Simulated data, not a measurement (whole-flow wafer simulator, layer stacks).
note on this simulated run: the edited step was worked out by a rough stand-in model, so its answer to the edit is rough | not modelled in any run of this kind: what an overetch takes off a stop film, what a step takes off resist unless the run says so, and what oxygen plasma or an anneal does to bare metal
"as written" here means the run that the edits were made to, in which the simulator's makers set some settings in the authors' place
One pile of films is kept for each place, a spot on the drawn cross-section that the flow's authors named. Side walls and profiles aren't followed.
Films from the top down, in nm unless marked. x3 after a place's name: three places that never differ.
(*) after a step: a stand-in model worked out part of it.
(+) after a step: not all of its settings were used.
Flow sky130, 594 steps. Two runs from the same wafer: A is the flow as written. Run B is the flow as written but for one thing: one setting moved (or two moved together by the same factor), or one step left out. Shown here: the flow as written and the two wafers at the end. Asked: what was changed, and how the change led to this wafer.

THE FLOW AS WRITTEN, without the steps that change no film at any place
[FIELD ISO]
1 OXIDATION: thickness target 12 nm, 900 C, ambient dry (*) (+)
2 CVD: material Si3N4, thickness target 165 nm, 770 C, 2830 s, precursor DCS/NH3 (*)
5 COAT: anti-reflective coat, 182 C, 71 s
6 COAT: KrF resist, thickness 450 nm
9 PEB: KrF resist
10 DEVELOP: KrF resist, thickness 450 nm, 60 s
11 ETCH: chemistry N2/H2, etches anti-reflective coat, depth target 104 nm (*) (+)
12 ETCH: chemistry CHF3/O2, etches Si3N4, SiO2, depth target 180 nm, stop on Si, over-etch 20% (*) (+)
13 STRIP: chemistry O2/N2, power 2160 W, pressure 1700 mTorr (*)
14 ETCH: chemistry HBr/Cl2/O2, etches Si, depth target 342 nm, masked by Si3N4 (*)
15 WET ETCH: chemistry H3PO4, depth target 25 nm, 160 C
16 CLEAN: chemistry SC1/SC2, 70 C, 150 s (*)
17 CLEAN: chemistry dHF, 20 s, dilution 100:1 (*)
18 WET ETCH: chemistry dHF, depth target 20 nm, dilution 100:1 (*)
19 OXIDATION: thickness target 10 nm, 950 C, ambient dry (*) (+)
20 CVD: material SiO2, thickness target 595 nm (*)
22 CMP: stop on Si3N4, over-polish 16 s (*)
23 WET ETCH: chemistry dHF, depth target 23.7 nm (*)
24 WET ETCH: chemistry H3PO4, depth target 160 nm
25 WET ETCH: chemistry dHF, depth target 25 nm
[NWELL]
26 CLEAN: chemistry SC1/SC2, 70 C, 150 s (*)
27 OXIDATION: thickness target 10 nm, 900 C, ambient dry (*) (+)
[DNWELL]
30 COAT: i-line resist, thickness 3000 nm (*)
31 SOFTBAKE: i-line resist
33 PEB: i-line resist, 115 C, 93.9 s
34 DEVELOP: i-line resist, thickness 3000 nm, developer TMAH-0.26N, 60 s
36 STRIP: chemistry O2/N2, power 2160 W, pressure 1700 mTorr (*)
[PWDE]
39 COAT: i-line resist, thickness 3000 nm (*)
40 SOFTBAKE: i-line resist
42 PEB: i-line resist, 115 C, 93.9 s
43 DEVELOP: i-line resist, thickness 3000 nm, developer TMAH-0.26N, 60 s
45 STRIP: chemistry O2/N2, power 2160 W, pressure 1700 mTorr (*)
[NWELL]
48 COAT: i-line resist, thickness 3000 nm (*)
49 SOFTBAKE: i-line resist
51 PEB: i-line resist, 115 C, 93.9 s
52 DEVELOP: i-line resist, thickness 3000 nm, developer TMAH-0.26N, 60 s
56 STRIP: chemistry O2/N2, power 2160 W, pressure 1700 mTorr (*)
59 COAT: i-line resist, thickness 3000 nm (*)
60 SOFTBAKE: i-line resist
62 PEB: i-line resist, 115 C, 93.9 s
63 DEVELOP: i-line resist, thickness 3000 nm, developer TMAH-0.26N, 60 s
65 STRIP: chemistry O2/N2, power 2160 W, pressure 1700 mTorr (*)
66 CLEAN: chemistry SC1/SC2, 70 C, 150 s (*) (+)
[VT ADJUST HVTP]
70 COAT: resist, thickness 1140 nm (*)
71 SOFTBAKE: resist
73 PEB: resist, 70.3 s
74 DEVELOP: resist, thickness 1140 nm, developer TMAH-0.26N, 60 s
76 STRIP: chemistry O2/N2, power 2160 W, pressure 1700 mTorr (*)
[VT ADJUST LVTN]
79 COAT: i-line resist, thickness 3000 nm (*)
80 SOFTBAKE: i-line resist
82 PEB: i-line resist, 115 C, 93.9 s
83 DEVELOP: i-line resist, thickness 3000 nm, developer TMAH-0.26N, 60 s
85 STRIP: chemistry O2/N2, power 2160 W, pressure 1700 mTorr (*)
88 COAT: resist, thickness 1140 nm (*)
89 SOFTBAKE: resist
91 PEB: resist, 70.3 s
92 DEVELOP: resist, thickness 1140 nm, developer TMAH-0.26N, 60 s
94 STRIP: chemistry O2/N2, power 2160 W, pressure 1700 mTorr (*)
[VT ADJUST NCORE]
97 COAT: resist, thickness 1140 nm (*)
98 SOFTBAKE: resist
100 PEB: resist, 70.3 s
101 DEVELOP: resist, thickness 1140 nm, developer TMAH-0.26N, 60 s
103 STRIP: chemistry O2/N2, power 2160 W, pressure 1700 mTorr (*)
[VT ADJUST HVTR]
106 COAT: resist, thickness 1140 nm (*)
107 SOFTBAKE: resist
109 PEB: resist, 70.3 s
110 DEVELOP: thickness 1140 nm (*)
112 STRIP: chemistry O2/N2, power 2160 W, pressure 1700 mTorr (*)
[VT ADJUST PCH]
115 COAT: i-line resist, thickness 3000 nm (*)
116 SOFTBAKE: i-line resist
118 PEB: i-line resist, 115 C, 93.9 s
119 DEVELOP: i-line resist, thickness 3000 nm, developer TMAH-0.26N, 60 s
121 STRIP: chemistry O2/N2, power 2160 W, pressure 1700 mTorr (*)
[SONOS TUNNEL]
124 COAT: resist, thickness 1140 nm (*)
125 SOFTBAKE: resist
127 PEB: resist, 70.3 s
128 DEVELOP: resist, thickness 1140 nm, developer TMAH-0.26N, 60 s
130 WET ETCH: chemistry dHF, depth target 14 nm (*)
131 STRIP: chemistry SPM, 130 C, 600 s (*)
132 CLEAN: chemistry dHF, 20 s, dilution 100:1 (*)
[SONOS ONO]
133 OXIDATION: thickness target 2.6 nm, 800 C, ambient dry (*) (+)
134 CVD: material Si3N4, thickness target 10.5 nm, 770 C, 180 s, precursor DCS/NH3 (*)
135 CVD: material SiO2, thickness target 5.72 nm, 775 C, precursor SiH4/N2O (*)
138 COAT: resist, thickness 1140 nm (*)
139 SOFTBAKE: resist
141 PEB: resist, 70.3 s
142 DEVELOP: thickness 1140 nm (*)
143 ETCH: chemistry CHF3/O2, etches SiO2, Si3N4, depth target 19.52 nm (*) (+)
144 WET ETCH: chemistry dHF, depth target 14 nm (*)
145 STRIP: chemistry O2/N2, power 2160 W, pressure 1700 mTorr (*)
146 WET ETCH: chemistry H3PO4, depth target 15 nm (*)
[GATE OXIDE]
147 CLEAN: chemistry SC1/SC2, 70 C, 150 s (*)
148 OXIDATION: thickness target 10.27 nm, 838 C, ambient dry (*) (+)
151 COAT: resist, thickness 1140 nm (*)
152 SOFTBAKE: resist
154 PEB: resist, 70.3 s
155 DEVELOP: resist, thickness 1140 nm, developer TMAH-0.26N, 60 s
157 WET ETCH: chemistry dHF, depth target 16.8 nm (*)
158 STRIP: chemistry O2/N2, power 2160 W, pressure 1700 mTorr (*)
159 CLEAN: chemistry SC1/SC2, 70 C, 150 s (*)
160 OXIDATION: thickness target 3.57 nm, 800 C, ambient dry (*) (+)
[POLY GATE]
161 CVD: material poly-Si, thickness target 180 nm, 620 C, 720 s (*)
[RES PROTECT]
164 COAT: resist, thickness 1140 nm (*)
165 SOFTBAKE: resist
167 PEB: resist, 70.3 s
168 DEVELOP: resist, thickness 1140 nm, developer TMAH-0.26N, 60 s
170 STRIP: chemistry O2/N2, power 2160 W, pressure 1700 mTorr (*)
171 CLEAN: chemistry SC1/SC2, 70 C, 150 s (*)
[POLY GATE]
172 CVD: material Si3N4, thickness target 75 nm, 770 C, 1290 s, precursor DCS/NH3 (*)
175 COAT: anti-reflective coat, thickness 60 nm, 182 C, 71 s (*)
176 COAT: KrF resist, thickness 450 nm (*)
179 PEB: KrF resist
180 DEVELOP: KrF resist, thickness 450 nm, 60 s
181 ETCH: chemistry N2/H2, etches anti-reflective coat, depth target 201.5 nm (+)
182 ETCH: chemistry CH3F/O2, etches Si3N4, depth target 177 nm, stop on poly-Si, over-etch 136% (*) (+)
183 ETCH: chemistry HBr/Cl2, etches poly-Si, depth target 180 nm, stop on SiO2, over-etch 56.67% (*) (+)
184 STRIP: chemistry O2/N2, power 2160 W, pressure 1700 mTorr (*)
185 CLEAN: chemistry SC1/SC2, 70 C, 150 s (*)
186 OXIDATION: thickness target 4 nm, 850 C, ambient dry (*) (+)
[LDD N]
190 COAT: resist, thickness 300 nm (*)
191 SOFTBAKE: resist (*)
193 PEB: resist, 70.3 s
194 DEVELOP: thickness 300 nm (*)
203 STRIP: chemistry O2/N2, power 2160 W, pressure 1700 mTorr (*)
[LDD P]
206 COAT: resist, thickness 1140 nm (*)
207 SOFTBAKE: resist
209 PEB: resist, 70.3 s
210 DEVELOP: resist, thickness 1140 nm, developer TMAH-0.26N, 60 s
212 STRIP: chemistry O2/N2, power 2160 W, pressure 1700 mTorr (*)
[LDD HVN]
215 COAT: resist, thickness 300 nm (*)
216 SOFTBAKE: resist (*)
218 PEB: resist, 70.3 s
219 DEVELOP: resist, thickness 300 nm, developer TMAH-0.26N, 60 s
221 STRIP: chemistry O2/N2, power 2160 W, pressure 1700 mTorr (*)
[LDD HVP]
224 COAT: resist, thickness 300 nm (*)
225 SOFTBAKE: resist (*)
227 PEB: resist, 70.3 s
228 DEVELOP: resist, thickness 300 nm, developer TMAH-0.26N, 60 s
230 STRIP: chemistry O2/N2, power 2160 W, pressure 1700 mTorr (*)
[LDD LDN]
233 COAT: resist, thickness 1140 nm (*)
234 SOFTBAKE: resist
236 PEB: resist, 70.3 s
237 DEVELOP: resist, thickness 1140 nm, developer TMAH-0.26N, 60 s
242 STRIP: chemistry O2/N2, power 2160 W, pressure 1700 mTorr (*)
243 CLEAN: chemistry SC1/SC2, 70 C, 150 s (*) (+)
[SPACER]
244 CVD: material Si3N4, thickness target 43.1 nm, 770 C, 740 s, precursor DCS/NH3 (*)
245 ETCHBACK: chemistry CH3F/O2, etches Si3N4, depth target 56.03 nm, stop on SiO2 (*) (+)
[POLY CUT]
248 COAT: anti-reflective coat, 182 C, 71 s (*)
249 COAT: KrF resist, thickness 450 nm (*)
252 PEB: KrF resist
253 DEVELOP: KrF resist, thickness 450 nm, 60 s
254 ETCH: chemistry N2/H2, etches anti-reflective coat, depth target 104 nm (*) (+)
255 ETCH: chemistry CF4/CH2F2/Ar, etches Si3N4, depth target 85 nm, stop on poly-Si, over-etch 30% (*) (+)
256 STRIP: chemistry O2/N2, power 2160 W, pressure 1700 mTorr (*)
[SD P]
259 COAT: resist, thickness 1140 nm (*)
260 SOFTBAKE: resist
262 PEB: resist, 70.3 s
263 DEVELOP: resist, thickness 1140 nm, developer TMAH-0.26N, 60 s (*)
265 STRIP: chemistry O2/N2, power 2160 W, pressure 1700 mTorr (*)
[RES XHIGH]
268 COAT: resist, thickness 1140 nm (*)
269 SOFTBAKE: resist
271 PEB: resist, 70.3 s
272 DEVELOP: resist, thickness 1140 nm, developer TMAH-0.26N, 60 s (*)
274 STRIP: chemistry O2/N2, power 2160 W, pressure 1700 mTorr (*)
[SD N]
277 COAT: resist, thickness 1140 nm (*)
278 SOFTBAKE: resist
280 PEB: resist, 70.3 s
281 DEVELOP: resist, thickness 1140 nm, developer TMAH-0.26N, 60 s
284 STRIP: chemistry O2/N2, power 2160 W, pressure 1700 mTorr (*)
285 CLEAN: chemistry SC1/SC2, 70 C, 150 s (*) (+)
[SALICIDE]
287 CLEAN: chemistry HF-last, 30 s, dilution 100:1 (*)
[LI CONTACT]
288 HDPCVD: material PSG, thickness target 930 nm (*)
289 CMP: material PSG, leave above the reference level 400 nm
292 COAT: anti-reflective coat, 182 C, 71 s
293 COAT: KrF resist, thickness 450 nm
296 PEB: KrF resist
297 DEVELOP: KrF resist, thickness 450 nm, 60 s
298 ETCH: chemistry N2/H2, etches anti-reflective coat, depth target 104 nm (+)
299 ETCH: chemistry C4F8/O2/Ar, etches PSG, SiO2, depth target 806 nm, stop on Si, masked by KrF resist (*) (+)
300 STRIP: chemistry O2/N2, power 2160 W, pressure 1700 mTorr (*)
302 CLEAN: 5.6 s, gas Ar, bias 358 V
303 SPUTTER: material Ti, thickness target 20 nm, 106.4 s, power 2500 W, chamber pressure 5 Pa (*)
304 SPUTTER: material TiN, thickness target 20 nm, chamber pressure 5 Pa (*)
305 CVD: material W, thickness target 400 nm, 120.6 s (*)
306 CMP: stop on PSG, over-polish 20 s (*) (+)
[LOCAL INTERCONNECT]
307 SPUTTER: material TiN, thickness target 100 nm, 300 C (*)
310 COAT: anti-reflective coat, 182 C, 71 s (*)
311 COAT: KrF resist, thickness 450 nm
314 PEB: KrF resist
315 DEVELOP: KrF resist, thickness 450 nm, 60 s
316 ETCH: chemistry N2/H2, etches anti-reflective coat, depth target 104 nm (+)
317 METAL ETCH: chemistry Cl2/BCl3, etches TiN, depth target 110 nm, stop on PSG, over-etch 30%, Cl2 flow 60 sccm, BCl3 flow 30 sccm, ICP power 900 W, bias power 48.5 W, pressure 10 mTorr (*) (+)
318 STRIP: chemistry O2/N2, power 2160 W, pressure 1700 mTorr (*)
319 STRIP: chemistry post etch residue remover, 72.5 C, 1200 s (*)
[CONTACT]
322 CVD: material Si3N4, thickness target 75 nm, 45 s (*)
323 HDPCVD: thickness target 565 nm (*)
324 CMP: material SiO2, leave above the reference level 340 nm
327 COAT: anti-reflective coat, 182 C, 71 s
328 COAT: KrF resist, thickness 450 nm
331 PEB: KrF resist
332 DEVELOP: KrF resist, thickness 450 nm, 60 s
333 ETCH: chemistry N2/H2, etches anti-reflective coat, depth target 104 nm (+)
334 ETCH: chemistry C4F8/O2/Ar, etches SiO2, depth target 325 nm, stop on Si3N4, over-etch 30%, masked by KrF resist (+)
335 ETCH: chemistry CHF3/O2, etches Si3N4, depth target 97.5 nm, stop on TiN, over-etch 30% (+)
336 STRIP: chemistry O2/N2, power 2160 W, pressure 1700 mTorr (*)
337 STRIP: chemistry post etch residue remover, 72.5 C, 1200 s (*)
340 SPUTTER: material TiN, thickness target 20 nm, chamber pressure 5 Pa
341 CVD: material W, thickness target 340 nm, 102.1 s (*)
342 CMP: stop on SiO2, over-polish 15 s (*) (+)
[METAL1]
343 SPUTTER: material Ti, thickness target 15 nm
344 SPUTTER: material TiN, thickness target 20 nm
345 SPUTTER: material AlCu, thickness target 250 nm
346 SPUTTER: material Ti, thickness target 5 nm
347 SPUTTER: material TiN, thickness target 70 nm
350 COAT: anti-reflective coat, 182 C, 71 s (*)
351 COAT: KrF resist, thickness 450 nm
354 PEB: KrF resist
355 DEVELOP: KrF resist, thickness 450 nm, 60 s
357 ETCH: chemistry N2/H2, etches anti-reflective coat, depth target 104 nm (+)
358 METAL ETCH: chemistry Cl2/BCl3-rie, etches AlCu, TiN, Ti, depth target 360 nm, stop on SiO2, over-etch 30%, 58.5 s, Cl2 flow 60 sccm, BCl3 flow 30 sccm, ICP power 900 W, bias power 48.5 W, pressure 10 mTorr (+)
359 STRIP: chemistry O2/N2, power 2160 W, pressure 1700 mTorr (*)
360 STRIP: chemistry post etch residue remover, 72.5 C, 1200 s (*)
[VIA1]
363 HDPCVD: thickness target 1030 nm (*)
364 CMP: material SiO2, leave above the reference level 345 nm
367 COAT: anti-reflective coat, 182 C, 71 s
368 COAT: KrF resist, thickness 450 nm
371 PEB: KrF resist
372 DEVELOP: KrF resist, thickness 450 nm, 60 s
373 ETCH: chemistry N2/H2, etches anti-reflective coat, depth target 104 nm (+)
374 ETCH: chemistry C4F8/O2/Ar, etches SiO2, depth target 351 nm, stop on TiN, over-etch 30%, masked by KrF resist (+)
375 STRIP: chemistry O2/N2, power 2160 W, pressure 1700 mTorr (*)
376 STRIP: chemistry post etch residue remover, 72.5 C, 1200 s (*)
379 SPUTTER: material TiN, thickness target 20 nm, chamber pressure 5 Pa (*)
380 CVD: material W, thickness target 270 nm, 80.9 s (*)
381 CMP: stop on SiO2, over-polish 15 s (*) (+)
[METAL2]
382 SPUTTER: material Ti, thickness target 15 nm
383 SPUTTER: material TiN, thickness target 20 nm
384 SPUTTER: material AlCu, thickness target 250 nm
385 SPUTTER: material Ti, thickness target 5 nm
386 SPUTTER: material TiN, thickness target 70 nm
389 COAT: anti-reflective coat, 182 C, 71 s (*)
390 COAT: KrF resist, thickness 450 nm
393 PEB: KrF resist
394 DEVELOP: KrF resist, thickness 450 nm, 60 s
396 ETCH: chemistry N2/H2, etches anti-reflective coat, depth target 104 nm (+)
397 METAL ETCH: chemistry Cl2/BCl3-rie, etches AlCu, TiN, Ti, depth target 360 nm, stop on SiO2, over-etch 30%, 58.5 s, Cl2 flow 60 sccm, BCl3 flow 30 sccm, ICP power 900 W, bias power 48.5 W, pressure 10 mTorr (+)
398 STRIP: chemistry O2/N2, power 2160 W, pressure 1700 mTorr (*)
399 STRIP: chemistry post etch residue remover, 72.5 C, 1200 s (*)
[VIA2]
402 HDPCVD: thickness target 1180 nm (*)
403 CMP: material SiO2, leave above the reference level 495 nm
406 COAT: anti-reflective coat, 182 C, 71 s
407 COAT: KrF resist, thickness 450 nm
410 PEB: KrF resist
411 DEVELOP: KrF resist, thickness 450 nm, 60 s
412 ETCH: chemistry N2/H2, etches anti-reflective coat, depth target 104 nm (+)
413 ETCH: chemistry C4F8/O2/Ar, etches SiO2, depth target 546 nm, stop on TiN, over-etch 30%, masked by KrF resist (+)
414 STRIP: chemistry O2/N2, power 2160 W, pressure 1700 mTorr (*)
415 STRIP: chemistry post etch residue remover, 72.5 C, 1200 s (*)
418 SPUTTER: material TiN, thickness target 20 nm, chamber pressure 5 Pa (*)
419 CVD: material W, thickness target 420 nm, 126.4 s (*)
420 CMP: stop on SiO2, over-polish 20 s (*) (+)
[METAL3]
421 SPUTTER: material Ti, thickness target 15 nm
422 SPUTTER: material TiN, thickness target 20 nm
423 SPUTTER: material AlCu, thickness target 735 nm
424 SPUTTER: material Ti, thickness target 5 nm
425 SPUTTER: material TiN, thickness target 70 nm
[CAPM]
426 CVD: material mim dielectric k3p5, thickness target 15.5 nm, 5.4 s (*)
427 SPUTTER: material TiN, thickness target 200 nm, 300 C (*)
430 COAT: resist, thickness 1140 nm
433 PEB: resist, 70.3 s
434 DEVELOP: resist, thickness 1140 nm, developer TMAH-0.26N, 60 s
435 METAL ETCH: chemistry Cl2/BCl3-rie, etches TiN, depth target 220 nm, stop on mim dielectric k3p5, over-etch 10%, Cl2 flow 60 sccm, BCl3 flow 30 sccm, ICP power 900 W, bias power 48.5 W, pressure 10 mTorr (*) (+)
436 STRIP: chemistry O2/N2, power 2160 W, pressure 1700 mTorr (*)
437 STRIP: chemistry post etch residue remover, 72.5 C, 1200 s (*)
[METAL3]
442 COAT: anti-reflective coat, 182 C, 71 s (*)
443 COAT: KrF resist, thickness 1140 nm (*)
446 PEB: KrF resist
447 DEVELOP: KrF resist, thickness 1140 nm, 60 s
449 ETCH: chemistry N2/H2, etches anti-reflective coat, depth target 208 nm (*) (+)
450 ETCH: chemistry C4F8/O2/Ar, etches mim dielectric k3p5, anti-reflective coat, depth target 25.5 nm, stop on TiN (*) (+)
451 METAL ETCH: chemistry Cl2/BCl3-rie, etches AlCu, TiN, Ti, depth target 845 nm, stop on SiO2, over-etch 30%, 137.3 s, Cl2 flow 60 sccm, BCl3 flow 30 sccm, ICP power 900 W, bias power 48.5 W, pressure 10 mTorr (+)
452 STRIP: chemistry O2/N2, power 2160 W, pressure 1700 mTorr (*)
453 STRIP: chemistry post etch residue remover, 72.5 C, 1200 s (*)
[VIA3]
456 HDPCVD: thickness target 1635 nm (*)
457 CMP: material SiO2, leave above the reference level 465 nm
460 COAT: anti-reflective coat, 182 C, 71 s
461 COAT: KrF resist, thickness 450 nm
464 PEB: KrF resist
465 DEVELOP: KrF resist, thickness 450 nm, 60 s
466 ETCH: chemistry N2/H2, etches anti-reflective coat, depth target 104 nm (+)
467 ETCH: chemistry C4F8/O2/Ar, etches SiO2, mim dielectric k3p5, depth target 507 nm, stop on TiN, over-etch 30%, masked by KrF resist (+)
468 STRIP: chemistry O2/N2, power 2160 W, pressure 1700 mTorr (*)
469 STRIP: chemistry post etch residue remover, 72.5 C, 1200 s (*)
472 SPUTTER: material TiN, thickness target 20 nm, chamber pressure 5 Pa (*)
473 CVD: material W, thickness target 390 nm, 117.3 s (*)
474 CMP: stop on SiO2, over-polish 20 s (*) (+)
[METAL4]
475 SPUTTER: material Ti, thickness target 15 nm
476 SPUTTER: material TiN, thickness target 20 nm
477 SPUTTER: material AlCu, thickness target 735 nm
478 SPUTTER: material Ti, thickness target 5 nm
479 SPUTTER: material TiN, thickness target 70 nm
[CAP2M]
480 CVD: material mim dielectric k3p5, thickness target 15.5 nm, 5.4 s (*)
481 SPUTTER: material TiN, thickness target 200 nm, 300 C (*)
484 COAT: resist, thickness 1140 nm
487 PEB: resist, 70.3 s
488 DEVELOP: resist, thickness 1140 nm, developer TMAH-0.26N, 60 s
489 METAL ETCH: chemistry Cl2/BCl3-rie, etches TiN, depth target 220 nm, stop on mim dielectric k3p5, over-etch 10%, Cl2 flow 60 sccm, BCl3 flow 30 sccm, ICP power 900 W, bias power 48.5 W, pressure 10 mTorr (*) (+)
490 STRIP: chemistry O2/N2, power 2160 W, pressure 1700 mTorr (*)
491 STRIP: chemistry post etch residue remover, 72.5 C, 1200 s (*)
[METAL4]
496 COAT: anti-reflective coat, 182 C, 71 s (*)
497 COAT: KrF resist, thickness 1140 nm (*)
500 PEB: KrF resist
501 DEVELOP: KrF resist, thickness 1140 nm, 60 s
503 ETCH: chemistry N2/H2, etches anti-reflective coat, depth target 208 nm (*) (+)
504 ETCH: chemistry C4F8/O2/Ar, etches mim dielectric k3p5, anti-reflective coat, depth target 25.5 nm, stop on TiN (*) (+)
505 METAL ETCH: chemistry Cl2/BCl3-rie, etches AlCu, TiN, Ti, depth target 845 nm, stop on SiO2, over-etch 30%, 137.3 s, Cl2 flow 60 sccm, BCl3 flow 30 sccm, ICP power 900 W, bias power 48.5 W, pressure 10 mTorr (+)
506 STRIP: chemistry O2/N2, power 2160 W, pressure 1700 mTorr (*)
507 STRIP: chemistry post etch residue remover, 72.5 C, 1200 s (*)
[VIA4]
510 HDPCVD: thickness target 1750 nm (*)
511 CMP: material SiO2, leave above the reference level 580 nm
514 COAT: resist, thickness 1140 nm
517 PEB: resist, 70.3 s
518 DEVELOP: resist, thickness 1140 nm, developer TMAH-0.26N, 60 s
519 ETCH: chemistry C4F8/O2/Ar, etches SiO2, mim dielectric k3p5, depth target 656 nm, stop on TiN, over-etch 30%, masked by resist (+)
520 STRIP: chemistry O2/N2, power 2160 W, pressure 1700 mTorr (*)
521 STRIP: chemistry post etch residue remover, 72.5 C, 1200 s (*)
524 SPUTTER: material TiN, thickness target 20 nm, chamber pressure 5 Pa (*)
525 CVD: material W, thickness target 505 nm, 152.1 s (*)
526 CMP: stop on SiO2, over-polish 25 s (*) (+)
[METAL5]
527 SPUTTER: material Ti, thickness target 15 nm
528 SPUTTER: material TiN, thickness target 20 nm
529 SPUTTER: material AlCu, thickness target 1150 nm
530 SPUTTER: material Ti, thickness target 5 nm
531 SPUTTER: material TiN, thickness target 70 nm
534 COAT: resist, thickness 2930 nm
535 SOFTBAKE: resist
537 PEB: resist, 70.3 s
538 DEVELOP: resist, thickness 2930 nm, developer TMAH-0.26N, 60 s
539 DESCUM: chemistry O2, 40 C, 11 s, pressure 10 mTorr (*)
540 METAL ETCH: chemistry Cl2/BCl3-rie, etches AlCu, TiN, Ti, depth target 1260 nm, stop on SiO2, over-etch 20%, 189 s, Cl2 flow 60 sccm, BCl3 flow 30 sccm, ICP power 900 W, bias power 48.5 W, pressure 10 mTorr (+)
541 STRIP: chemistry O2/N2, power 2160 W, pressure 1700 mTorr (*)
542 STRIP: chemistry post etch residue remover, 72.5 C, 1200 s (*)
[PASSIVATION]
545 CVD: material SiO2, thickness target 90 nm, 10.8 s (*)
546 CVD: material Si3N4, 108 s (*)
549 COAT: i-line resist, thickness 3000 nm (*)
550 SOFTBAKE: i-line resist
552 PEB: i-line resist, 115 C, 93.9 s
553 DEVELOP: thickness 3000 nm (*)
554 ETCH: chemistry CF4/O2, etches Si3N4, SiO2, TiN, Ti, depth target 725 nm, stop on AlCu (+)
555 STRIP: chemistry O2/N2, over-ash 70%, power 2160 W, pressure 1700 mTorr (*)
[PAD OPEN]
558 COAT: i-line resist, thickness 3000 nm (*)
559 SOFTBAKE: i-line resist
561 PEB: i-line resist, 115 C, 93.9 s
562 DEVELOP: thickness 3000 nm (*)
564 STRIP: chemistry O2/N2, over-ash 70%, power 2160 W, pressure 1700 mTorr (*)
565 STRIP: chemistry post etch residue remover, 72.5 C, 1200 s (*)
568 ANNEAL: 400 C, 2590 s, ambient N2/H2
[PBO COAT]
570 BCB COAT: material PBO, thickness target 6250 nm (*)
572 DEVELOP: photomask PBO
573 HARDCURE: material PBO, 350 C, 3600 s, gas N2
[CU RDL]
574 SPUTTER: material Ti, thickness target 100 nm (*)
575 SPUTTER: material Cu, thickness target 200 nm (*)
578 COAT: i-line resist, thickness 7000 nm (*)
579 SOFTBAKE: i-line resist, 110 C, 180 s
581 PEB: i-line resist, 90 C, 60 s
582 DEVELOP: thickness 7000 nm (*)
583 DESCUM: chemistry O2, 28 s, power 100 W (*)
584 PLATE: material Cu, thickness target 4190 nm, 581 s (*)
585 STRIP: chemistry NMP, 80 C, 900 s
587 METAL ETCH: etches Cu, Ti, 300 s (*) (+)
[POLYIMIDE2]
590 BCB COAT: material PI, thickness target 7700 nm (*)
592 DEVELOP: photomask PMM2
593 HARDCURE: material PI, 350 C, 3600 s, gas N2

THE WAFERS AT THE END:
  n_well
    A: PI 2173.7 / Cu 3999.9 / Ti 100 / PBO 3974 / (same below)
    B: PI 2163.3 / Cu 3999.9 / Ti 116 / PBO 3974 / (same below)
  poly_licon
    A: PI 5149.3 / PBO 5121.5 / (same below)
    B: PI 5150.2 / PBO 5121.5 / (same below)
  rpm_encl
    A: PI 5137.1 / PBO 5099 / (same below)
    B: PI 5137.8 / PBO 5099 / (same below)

The cause: step 574, SPUTTER: thickness target 116 nm was run, where the flow has thickness target 100 nm.
It can be read off the wafer: n_well has Ti 116, and step 574 as written asks for 100 nm.

How the change led to this, step by step:
  574 SPUTTER: material Ti, thickness target 100 nm (*)
      field, active, n_well and 190 more: A Ti +100 (new film) | B Ti +116 (new film)
  587 METAL ETCH: etches Cu, Ti, 300 s (*) (+)
      field, active, gate and 167 more: A Cu -200 (all of it), Ti -100 (all of it) | B Cu -200 (all of it), Ti -116 (all of it)
  590 BCB COAT: material PI, thickness target 7700 nm (*)
      de16_gate_nw: A PI +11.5 um (new film) | B PI +11.52 um (new film)
